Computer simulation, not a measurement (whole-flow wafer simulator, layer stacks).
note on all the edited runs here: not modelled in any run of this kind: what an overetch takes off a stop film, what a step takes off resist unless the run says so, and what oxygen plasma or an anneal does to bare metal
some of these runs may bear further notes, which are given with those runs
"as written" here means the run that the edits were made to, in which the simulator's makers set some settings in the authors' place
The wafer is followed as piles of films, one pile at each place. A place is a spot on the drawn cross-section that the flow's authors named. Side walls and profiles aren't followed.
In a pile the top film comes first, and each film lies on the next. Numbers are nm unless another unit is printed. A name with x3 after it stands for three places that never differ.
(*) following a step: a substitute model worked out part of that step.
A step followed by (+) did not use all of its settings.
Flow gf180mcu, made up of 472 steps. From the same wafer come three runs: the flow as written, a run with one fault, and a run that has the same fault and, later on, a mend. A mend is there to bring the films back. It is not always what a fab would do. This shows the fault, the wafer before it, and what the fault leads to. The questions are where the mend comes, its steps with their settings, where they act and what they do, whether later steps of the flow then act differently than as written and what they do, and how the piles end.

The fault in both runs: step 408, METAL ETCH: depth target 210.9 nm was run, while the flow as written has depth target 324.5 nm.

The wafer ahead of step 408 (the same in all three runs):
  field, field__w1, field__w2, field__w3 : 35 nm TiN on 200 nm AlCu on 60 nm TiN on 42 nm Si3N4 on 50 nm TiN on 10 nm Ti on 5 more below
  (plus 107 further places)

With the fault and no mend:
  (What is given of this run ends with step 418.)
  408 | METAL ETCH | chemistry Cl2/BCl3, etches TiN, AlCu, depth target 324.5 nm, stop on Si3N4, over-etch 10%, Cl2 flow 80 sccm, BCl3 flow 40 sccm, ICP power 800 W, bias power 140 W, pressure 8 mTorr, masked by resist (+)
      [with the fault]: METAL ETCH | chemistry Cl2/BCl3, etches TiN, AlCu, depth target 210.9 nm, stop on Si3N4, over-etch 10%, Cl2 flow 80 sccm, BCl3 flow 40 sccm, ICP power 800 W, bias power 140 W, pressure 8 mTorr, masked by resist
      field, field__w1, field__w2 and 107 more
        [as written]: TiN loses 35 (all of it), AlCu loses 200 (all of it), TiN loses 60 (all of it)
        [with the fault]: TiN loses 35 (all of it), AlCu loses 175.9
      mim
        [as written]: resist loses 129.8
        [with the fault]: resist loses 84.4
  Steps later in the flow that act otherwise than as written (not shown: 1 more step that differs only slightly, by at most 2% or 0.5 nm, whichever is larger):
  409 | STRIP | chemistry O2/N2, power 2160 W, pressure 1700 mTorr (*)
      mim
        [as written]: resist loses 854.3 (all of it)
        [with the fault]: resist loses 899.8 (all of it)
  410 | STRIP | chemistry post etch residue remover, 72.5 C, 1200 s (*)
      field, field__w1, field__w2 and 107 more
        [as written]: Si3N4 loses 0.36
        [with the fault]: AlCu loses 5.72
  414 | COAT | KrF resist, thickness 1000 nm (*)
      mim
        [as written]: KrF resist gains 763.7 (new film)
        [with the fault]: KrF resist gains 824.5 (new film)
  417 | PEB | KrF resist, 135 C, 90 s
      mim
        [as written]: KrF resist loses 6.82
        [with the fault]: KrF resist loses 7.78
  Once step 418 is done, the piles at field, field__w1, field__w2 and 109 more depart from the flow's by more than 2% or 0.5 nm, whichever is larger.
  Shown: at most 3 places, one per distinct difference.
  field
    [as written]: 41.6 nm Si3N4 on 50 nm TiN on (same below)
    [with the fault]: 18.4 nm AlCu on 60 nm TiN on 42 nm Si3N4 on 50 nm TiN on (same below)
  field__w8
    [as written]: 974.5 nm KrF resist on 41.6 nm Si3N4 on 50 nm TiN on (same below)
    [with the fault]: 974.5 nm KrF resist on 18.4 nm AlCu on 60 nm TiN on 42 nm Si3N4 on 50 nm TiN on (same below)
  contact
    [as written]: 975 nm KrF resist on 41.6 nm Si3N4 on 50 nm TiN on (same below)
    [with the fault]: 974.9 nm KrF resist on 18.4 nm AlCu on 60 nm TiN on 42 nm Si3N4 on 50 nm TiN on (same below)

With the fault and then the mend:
  The mend follows step 408.
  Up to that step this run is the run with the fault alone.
  408a | METAL ETCH | chemistry Cl2/BCl3, etches TiN, AlCu, depth target 113.6 nm, stop on Si3N4, over-etch 10%, Cl2 flow 80 sccm, BCl3 flow 40 sccm, ICP power 800 W, bias power 140 W, pressure 8 mTorr, masked by resist (+) (the flow's step 408 again, with other settings)
      field, field__w1, field__w2 and 107 more
        AlCu loses 24.1 (all of it), TiN loses 60 (all of it)
      mim
        resist loses 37
  None of the later steps of the flow differs from how it acts as written, at any place that is followed, by more than 2% or 0.5 nm, whichever is larger.
  By the end, the piles equal the flow's at every place that both follow.
